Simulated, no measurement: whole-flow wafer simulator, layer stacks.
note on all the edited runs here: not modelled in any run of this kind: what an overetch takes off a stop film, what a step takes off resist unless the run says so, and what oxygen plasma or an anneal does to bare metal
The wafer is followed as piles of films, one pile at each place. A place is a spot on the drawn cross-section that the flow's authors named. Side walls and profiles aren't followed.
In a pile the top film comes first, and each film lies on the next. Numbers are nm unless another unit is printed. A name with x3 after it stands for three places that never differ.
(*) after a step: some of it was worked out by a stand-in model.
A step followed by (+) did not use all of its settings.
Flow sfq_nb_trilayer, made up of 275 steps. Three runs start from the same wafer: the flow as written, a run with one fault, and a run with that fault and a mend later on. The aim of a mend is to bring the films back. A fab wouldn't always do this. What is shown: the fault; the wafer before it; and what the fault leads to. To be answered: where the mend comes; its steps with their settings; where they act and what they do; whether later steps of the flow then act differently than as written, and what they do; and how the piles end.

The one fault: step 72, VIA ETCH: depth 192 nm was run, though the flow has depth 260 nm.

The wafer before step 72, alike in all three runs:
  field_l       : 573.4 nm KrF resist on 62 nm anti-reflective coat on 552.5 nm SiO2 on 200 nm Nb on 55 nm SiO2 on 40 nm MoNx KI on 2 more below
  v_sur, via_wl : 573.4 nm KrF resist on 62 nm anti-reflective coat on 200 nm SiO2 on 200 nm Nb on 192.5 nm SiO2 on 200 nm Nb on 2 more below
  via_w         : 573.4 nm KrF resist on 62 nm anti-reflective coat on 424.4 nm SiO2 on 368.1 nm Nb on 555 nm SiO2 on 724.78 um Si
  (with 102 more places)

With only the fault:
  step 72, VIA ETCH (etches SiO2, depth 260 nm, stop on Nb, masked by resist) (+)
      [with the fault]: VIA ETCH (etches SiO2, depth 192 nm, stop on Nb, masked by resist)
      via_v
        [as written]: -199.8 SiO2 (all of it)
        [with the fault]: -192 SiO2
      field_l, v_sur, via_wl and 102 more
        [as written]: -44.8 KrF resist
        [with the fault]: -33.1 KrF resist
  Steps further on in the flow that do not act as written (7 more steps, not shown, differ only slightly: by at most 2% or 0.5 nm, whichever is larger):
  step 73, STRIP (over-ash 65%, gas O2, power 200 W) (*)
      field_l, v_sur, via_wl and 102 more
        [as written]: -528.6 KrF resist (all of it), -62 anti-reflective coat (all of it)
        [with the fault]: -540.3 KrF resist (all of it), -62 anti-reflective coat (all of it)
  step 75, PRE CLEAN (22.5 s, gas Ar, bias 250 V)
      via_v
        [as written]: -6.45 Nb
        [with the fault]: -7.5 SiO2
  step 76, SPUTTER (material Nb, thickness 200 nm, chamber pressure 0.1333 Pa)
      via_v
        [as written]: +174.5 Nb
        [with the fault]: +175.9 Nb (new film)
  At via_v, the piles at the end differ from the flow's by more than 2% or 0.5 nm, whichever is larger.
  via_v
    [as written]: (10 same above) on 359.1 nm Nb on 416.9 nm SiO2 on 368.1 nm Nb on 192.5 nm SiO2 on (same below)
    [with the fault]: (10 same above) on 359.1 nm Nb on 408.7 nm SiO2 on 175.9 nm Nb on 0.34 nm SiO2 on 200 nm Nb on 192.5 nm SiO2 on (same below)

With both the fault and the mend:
  The mend follows step 72.
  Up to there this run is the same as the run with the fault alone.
  step 72a, VIA ETCH (etches SiO2, depth 68 nm, stop on Nb, masked by resist) (+) (the flow's step 72 again, with other settings)
      field_l, v_sur, via_wl and 102 more
        -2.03 KrF resist
      via_v
        -7.84 SiO2 (all of it)
  Later steps of the flow that are run all act as written at every place that is followed, up to a difference of at most 2% or 0.5 nm, whichever is larger.
  By the end, the piles equal the flow's at every place that both follow.
